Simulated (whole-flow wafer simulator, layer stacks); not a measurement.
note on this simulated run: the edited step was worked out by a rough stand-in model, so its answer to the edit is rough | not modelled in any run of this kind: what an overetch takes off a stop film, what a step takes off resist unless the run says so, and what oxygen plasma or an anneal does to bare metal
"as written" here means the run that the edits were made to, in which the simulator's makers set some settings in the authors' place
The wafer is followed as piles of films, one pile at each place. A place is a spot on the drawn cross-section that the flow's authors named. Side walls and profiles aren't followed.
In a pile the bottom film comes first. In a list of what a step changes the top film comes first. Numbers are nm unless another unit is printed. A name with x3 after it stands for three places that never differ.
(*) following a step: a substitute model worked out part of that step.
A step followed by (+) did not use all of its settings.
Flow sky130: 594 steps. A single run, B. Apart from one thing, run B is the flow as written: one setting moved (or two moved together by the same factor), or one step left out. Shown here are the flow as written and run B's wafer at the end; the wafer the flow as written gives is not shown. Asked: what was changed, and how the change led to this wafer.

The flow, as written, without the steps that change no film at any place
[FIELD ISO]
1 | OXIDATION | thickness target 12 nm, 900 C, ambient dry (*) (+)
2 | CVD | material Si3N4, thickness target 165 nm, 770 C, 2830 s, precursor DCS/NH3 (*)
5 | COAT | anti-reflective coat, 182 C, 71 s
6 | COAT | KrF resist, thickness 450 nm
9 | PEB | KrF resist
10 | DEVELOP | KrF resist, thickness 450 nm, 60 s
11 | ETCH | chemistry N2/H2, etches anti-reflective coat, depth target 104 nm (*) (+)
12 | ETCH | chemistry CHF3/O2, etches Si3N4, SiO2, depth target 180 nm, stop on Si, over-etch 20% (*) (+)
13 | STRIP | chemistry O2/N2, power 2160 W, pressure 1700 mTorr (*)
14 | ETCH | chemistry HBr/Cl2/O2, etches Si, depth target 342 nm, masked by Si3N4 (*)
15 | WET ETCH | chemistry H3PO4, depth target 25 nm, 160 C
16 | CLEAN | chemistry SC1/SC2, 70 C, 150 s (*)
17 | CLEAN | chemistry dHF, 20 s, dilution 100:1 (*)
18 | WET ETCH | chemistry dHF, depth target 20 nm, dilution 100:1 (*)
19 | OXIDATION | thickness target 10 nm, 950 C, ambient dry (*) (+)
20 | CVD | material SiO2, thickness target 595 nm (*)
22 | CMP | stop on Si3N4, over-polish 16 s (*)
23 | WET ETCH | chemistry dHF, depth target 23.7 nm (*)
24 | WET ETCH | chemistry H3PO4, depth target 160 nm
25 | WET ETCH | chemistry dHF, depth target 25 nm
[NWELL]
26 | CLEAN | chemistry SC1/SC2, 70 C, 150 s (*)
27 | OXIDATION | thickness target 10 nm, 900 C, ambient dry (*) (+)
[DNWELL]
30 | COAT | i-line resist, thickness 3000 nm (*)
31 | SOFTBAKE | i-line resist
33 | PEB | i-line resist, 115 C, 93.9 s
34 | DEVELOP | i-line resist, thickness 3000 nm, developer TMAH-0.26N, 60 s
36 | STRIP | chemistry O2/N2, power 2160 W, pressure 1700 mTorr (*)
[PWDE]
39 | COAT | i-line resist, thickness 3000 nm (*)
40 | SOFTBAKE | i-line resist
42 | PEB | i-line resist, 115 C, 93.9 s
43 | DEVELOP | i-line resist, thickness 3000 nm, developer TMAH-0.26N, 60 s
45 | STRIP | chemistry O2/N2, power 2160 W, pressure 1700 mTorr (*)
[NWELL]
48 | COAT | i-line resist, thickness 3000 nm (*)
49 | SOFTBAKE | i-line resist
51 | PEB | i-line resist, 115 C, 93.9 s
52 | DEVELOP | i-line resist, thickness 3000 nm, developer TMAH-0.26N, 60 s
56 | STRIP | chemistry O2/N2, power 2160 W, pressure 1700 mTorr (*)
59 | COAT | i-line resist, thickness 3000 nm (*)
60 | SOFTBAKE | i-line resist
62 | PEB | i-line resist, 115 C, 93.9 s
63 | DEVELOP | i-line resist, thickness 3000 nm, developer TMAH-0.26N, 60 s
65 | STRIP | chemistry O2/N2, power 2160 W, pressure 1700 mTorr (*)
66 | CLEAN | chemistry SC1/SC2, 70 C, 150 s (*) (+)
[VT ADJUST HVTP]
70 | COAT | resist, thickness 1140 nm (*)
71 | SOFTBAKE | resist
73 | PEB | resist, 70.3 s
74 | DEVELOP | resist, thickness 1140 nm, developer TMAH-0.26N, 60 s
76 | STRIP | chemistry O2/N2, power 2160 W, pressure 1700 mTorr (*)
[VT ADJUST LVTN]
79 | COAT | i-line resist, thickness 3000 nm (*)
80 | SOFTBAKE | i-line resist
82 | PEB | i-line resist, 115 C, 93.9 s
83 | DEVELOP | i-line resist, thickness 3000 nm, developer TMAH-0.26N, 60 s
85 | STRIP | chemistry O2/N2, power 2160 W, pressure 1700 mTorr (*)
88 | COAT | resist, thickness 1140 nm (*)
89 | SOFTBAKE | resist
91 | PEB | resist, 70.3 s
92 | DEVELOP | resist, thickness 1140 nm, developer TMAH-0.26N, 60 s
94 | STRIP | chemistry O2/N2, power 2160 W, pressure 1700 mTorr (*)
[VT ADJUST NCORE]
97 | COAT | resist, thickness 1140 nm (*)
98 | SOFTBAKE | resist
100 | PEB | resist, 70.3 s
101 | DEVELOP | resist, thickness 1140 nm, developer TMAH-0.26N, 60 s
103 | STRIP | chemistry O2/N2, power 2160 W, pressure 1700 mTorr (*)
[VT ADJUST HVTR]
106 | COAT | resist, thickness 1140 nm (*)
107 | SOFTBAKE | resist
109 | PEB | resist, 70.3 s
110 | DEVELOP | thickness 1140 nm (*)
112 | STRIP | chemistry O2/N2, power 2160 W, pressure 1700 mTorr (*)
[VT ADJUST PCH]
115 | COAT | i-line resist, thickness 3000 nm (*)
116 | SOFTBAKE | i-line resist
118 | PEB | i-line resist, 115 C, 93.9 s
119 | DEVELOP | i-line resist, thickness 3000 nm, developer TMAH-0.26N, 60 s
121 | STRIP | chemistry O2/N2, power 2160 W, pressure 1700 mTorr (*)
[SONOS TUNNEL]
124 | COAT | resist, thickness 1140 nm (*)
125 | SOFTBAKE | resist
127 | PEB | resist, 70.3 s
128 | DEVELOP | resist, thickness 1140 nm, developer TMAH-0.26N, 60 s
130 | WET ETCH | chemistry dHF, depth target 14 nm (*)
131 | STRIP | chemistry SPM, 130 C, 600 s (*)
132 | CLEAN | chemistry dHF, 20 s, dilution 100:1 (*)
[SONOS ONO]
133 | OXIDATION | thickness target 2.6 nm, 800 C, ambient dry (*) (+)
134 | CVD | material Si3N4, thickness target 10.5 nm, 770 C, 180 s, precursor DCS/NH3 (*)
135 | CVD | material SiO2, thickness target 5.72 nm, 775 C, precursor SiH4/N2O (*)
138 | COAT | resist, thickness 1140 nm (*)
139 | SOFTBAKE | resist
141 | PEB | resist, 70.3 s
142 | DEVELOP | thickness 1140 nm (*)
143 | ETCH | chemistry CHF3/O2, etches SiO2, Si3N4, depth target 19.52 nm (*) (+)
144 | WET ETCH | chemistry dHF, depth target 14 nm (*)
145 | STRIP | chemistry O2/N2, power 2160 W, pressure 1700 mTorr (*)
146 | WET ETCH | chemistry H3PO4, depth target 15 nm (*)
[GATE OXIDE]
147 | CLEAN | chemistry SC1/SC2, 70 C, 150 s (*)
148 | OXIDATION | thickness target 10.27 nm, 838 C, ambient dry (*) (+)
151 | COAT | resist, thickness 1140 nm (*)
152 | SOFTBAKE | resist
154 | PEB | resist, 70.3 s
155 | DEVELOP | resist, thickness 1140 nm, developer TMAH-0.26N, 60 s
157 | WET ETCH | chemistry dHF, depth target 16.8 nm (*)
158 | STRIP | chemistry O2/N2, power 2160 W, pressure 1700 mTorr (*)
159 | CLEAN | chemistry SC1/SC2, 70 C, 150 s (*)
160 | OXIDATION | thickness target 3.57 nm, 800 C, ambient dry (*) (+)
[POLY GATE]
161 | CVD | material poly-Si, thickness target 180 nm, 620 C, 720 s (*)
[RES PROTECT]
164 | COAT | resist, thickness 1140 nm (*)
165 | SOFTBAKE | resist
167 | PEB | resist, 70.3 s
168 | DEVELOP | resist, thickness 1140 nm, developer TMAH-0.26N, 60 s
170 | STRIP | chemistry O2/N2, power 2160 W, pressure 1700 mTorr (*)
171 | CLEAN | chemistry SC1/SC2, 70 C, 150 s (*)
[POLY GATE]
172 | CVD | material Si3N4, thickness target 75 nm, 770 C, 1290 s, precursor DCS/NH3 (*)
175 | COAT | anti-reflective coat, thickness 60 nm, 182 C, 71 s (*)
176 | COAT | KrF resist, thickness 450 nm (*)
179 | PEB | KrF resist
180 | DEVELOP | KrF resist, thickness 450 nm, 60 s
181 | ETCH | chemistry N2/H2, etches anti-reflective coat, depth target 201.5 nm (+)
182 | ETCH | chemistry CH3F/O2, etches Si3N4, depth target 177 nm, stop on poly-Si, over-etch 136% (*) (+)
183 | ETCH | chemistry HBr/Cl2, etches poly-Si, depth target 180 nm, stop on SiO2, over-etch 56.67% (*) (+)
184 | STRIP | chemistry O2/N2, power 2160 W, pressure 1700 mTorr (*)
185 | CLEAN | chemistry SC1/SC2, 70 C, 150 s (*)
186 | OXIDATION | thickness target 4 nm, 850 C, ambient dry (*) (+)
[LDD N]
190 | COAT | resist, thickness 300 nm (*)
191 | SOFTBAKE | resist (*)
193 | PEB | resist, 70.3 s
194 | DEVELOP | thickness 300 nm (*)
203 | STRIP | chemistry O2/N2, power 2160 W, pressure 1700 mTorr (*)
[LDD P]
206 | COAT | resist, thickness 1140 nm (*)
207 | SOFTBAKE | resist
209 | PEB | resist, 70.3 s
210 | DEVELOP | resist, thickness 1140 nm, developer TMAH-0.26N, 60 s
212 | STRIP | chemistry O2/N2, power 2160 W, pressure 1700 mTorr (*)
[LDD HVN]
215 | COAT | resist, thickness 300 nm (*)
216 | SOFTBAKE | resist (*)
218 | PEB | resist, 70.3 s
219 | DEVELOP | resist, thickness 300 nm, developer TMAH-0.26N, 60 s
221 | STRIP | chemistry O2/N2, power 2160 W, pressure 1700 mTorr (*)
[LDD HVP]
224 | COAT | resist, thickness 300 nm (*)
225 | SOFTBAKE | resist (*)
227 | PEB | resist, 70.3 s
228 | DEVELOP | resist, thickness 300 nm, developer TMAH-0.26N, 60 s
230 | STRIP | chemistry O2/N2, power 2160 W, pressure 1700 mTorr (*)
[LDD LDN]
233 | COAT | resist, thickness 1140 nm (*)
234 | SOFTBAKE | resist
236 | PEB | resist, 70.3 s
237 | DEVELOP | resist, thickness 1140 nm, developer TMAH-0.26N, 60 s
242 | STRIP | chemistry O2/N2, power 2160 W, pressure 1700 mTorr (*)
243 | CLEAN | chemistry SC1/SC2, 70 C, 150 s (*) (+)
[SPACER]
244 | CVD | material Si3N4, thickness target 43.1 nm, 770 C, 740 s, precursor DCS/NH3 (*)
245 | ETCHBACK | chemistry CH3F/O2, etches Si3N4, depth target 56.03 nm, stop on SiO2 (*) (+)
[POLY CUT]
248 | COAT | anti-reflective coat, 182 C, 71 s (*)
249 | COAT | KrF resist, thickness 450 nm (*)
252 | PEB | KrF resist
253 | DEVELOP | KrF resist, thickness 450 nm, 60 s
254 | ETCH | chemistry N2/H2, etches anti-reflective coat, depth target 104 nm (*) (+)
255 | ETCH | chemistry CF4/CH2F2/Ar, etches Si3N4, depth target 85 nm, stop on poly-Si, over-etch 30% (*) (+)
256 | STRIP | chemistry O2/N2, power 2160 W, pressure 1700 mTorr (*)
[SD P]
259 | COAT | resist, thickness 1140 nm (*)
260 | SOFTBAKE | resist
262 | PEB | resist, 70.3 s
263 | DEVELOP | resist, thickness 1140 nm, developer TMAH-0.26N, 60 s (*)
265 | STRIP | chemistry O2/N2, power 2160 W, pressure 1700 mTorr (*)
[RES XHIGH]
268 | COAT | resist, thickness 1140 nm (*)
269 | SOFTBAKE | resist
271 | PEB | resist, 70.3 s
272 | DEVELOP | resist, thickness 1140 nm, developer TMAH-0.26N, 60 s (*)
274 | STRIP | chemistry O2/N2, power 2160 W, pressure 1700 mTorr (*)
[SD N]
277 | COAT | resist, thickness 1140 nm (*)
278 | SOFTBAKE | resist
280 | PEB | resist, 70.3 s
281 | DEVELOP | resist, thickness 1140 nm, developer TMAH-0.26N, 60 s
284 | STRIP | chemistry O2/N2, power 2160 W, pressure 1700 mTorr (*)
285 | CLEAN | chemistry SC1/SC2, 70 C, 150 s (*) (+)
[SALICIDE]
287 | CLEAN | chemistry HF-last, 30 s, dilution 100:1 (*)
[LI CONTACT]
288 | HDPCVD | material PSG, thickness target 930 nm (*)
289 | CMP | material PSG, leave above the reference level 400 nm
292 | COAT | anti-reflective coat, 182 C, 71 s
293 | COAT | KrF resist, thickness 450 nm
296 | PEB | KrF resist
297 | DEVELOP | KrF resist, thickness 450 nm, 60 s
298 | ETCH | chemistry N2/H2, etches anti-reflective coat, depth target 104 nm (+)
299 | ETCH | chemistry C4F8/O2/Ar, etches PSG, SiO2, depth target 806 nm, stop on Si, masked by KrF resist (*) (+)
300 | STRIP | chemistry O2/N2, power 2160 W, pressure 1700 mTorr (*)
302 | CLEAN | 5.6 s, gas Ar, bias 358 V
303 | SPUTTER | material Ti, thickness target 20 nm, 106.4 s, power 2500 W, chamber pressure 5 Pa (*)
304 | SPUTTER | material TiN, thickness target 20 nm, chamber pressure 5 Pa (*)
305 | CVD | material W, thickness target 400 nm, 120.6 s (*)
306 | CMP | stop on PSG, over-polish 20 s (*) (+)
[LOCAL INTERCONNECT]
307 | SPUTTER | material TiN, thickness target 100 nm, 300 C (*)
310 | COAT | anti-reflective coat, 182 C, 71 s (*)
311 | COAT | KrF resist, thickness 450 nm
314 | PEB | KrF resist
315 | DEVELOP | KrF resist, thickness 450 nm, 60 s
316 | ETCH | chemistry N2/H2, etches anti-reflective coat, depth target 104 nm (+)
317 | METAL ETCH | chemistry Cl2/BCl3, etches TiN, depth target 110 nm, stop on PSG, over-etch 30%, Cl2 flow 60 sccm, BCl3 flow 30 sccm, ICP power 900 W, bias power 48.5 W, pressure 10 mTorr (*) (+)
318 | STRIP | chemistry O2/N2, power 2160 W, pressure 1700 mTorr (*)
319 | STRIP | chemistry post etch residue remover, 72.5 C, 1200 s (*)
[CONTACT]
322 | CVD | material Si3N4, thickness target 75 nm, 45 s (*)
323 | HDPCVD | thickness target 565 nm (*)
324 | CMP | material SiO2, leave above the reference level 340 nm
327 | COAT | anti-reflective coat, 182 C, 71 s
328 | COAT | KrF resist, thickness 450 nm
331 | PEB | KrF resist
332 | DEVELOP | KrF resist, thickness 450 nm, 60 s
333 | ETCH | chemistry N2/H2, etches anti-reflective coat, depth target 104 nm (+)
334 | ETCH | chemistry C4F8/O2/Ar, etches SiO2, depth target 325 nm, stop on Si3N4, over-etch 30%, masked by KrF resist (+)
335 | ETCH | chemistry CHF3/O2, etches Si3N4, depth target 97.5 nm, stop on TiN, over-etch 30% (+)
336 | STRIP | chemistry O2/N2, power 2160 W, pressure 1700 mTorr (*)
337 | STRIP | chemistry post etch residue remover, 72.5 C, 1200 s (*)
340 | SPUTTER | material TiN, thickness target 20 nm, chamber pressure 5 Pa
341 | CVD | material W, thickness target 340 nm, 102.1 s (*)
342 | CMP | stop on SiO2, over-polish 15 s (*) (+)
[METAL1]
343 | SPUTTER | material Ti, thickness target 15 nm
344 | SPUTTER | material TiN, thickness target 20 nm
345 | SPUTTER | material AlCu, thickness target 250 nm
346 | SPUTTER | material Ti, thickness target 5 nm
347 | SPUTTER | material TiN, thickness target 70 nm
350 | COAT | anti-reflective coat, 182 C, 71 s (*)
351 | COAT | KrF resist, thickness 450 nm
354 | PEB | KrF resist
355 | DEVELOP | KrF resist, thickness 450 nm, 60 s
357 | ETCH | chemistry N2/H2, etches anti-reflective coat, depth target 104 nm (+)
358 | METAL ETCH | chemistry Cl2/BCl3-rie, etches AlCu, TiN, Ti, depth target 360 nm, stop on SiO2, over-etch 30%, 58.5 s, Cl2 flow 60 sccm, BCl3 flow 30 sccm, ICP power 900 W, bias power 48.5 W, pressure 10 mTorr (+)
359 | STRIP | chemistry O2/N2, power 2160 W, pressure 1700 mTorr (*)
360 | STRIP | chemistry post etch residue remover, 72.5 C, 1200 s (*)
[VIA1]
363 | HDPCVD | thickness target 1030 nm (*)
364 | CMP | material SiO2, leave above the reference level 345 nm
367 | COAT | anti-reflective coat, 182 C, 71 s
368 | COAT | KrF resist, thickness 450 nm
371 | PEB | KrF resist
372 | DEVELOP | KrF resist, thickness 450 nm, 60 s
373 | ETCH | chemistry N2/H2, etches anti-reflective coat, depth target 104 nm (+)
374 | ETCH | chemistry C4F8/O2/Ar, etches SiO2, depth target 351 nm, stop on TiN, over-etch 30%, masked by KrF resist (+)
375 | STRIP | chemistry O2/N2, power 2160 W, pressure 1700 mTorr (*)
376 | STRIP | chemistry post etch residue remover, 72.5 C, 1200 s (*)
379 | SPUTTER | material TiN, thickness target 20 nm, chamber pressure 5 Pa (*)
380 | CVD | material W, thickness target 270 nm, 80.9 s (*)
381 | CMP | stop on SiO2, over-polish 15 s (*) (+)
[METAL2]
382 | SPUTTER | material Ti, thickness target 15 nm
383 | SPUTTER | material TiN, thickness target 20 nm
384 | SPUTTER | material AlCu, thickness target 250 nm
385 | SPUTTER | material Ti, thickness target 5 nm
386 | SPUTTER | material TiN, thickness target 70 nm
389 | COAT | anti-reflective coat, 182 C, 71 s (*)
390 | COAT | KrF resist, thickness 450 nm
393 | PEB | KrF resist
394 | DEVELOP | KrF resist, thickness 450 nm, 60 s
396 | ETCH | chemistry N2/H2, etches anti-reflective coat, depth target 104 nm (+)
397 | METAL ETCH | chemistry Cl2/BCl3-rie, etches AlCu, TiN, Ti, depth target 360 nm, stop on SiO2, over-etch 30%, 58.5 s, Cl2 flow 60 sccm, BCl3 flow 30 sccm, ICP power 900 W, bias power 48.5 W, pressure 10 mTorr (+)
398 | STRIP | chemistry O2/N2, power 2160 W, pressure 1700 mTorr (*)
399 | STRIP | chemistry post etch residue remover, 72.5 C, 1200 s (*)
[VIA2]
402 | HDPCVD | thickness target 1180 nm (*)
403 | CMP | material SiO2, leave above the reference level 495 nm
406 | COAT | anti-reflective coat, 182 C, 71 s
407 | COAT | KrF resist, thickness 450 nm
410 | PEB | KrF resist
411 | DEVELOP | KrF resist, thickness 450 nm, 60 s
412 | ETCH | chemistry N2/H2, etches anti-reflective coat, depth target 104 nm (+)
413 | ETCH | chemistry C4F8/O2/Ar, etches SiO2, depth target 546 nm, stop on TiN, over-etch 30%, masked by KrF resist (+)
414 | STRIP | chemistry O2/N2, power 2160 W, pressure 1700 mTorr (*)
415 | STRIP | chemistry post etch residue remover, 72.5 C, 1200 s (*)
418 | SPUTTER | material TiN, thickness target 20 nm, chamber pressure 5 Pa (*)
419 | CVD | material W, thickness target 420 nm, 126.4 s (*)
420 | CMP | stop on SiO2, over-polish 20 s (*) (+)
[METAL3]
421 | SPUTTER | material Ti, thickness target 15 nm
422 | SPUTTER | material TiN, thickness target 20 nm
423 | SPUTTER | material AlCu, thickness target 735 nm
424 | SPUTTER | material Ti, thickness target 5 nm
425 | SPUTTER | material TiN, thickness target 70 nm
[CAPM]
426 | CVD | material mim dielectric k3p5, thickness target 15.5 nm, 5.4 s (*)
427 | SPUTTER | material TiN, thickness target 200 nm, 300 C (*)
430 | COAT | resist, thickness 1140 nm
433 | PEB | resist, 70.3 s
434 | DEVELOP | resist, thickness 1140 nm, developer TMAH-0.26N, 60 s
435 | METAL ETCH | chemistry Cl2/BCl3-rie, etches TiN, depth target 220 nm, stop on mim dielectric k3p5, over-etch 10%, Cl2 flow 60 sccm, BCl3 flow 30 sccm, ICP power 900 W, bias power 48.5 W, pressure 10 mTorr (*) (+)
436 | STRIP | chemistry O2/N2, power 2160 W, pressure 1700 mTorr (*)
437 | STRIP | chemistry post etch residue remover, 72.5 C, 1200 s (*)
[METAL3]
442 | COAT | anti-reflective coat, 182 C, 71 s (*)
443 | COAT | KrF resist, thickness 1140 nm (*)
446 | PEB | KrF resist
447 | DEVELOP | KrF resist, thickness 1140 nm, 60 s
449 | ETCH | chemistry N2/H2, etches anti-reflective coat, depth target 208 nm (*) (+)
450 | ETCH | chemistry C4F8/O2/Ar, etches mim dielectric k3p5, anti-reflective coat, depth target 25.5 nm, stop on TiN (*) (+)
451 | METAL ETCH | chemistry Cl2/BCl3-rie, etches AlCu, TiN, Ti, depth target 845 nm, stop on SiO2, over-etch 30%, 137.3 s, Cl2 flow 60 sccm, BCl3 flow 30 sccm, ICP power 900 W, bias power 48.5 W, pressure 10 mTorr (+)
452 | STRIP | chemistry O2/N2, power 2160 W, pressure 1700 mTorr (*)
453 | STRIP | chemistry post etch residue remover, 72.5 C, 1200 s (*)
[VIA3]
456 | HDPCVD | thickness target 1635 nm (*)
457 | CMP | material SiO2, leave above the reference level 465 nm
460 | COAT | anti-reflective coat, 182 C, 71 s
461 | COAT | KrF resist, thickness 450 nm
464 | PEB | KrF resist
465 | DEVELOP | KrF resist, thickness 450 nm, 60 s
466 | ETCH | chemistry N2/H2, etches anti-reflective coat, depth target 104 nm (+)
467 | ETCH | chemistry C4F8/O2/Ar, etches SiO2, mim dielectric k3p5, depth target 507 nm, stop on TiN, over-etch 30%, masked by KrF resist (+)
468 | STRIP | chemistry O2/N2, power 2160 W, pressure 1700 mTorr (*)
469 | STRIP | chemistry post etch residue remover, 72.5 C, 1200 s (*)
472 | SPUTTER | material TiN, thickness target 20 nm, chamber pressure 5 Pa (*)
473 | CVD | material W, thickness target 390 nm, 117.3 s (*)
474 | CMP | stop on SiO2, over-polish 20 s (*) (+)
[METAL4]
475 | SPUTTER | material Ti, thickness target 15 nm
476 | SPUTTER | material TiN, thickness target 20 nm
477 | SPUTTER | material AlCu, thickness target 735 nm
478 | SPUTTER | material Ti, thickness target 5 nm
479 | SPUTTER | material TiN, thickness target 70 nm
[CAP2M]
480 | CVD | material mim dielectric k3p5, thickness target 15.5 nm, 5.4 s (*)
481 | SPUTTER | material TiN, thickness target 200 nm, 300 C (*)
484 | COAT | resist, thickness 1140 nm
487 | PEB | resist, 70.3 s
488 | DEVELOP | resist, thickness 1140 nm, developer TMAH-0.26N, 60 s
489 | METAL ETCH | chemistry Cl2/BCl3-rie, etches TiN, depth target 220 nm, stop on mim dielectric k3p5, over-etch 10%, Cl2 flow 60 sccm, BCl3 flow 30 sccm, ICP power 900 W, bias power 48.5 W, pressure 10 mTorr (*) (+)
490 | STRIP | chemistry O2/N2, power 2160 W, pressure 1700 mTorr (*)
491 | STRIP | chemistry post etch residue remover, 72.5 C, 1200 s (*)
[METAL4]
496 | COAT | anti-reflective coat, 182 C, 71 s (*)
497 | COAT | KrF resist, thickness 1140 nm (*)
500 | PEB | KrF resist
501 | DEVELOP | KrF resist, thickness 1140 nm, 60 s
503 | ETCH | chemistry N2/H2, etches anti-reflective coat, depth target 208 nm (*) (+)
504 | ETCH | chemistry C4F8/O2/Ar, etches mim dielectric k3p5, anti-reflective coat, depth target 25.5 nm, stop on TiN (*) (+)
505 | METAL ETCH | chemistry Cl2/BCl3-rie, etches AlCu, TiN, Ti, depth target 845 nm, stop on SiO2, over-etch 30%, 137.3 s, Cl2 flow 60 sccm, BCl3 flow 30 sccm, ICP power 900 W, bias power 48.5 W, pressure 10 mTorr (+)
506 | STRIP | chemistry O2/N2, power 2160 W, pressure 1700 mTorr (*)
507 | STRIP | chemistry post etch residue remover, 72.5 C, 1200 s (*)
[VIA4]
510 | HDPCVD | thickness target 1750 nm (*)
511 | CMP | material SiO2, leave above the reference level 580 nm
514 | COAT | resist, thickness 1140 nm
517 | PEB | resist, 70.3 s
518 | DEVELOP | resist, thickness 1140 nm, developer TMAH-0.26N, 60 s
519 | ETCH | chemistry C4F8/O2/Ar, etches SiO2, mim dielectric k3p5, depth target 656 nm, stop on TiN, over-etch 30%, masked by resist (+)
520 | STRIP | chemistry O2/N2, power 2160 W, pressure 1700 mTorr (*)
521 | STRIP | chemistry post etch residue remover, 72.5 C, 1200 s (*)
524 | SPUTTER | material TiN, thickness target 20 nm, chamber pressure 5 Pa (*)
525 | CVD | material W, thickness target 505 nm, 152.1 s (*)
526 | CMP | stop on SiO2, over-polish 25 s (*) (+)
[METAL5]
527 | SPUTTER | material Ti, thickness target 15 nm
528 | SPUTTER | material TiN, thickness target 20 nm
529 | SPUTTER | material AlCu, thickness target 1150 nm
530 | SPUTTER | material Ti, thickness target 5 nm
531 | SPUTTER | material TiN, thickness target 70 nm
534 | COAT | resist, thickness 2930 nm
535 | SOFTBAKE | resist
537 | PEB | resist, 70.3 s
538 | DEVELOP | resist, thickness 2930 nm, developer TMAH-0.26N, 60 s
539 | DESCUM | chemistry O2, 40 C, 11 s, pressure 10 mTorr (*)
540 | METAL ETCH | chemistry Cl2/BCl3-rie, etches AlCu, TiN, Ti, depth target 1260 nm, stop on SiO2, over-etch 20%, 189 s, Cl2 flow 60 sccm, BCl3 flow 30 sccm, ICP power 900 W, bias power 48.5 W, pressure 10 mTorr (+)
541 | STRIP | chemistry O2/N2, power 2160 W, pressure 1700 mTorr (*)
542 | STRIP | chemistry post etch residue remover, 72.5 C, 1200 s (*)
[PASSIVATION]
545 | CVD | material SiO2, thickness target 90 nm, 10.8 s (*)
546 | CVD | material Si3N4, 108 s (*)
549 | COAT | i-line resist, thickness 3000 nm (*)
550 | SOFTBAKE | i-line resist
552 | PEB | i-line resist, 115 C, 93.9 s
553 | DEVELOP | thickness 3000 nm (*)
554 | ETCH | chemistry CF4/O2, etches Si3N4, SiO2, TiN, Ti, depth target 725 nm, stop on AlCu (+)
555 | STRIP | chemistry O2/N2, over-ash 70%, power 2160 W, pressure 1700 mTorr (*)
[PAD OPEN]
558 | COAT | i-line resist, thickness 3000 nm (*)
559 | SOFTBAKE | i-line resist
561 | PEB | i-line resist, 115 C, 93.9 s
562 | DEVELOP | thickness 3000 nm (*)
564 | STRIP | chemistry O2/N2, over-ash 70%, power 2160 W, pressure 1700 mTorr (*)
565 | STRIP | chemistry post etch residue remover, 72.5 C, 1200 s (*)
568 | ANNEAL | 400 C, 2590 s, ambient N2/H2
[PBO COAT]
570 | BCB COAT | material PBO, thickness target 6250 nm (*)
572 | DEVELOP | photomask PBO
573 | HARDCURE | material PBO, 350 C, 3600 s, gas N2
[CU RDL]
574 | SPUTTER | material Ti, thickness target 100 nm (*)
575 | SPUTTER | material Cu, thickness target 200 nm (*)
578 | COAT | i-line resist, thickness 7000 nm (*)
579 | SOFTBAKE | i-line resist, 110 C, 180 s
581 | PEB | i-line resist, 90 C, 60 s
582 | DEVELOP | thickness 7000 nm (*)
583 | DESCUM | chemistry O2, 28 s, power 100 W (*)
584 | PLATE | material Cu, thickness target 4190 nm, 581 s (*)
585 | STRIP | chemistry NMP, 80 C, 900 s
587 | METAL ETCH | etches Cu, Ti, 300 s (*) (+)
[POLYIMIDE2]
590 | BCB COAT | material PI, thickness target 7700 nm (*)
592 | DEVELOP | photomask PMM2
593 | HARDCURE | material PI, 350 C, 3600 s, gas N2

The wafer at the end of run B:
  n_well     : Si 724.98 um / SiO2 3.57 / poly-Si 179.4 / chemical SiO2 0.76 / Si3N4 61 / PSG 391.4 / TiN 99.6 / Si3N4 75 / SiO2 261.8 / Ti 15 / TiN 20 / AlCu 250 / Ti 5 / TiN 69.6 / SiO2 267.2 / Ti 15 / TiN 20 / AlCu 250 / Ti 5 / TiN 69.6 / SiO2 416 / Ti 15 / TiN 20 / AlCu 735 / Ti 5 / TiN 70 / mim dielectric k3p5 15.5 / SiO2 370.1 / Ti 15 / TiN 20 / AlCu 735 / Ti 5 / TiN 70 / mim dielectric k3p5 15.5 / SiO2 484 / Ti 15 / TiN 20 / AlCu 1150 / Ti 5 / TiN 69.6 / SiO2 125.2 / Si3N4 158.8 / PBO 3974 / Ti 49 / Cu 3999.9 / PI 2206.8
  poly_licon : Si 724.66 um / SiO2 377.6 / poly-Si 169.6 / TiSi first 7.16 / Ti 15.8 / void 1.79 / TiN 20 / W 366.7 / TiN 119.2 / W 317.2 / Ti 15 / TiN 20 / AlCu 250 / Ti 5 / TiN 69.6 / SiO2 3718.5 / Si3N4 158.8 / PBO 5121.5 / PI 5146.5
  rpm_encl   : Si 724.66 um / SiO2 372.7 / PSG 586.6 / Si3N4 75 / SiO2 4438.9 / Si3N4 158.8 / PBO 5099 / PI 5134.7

What caused this: step 574, SPUTTER: thickness target 49 nm was run, though the flow has thickness target 100 nm.
The wafer itself shows it: n_well has Ti 49, and step 574 as written asks for 100 nm.

The path from the change to this, step by step:
  574 | SPUTTER | material Ti, thickness target 100 nm (*)
      field, active, n_well and 190 more: Ti gains 49 (new film) (it would be, as written: Ti gains 100 (new film))
  587 | METAL ETCH | etches Cu, Ti, 300 s (*) (+)
      field, active, gate and 167 more: Cu loses 200 (all of it), Ti loses 49 (all of it) (it would be, as written: Cu loses 200 (all of it), Ti loses 100 (all of it))
  590 | BCB COAT | material PI, thickness target 7700 nm (*)
      de16_gate_nw: PI gains 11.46 um (new film) (it would be, as written: PI gains 11.5 um (new film))
